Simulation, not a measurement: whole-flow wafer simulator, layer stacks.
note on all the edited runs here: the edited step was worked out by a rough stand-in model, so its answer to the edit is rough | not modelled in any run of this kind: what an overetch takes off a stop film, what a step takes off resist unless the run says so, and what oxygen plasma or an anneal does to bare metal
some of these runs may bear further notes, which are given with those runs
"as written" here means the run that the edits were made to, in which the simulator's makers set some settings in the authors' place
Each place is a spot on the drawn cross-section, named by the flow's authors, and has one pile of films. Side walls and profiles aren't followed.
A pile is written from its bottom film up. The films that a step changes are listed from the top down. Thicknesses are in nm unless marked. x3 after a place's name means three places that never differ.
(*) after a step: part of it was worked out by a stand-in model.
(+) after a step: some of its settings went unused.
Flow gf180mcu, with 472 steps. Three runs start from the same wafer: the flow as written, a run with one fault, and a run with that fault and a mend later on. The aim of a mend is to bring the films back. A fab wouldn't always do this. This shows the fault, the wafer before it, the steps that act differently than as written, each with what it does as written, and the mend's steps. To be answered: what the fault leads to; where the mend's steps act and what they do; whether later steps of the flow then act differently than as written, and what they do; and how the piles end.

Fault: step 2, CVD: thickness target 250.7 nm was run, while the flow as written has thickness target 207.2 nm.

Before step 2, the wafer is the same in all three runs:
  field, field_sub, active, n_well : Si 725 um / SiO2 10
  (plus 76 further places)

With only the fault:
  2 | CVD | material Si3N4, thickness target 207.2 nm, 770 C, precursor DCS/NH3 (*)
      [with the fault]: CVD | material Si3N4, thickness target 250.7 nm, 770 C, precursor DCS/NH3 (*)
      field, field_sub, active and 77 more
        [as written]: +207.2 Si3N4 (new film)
        [with the fault]: +250.7 Si3N4 (new film)
  Later steps of the flow acting differently than as written (not shown: 87 more steps that differ only slightly, by at most 2% or 0.5 nm, whichever is larger):
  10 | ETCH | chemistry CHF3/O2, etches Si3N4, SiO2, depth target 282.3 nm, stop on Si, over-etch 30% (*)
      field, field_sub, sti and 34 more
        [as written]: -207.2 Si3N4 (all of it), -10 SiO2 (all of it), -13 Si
        [with the fault]: -250.7 Si3N4 (all of it), -10 SiO2 (all of it), -4.33 Si
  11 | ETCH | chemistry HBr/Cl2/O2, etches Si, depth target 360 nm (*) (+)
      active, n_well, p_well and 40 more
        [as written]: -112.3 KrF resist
        [with the fault]: -115.2 KrF resist
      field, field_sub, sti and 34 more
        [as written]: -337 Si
        [with the fault]: -345.7 Si
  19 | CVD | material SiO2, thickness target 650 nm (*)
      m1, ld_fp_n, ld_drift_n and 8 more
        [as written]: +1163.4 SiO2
        [with the fault]: +1206.9 SiO2
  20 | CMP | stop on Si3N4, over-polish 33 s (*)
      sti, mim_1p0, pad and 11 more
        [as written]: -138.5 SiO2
        [with the fault]: -95 SiO2
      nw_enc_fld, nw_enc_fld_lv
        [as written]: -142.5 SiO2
        [with the fault]: -99 SiO2
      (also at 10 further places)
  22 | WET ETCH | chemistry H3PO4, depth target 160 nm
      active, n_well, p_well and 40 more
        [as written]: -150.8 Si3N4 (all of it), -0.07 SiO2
        [with the fault]: -160.1 Si3N4
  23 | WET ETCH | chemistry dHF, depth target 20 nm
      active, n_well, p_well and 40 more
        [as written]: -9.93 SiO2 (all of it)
        [with the fault]: -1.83 Si3N4
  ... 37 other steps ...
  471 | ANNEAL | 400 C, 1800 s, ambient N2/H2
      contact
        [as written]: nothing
        [with the fault]: under 49 films: +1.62 void (new film), -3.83 Ti, +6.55 TiSi first (new film), -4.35 Si
  The piles end different from the flow's at field__w8, active, n_well and 56 more by more than 2% or 0.5 nm, whichever is larger.
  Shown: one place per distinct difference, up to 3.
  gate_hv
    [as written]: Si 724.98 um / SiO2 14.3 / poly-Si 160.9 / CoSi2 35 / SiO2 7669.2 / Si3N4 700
    [with the fault]: Si 725 um / SiO2 10 / Si3N4 29.4 / poly-Si 160.9 / CoSi2 35 / SiO2 7682.3 / Si3N4 700
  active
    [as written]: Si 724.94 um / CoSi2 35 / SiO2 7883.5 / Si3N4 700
    [with the fault]: Si 725 um / SiO2 10 / Si3N4 24.1 / SiO2 7883.4 / Si3N4 700
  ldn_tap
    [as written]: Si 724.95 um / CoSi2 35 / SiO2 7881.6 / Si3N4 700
    [with the fault]: Si 725 um / SiO2 10 / Si3N4 25.6 / SiO2 7881.9 / Si3N4 700

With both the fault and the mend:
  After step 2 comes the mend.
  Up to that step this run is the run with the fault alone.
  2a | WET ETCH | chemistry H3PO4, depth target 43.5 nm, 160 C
      field, field_sub, active and 77 more
        -43.5 Si3N4
  Later steps of the flow that are run all act as written at every place that is followed, up to a difference of at most 2% or 0.5 nm, whichever is larger.
  The piles end the same as the flow's at every place that both follow.
